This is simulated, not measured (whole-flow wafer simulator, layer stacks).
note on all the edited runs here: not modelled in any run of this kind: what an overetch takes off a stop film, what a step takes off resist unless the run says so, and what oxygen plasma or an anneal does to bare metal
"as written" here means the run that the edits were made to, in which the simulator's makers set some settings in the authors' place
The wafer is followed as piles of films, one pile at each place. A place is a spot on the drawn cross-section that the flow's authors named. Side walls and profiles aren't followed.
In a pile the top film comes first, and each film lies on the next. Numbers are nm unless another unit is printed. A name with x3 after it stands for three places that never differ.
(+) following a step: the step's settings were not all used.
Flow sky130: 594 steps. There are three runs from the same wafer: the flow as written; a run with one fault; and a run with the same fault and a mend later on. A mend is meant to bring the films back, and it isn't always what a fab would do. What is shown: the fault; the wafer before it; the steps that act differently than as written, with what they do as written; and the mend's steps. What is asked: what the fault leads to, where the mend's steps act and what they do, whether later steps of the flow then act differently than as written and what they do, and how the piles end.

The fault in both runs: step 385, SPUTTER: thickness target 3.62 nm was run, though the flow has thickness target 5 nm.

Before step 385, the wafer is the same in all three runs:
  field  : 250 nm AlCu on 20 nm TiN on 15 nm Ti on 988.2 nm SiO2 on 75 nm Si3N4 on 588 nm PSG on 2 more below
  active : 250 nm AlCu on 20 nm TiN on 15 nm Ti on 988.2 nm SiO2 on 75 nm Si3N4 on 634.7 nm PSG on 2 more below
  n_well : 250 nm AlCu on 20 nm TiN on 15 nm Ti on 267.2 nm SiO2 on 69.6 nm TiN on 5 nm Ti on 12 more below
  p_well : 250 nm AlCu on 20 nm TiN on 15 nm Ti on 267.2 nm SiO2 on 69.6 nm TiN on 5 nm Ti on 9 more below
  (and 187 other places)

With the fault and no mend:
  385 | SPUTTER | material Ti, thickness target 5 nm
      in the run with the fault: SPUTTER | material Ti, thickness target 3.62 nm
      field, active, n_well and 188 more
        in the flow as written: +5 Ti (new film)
        in the run with the fault: +3.62 Ti (new film)
  Later steps of the flow acting differently than as written (11 other steps are not shown; they differ only slightly, by no more than 2% or 0.5 nm, whichever is larger):
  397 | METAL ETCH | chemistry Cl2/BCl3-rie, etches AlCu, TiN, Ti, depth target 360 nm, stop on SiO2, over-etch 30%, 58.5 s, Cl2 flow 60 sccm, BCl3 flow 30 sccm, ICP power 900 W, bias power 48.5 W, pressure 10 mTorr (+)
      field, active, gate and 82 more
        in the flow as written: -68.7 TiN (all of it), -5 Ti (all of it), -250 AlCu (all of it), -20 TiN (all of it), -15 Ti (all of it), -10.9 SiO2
        in the run with the fault: -68.7 TiN (all of it), -3.62 Ti (all of it), -250 AlCu (all of it), -20 TiN (all of it), -15 Ti (all of it), -11.1 SiO2
  The piles end different from the flow's at n_well, p_well, gate_hv and 103 more by more than 2% or 0.5 nm, whichever is larger.
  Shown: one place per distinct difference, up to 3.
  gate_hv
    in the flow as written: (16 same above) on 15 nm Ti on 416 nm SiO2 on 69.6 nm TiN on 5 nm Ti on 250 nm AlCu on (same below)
    in the run with the fault: (16 same above) on 15 nm Ti on 417.4 nm SiO2 on 69.6 nm TiN on 3.62 nm Ti on 250 nm AlCu on (same below)
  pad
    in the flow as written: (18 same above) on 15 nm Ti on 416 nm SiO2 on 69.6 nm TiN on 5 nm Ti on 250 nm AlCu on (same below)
    in the run with the fault: (18 same above) on 15 nm Ti on 417.4 nm SiO2 on 69.6 nm TiN on 3.62 nm Ti on 250 nm AlCu on (same below)
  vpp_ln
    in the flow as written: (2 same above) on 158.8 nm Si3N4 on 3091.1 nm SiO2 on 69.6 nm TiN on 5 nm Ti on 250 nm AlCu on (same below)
    in the run with the fault: (2 same above) on 158.8 nm Si3N4 on 3092.5 nm SiO2 on 69.6 nm TiN on 3.62 nm Ti on 250 nm AlCu on (same below)

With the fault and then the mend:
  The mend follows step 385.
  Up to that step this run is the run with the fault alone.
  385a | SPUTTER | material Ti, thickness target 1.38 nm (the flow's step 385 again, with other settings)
      field, active, n_well and 188 more
        +1.38 Ti
  Every later step of the flow that is run acts as written at every place that is followed.
  At every place that both follow, the piles at the end match the flow's.
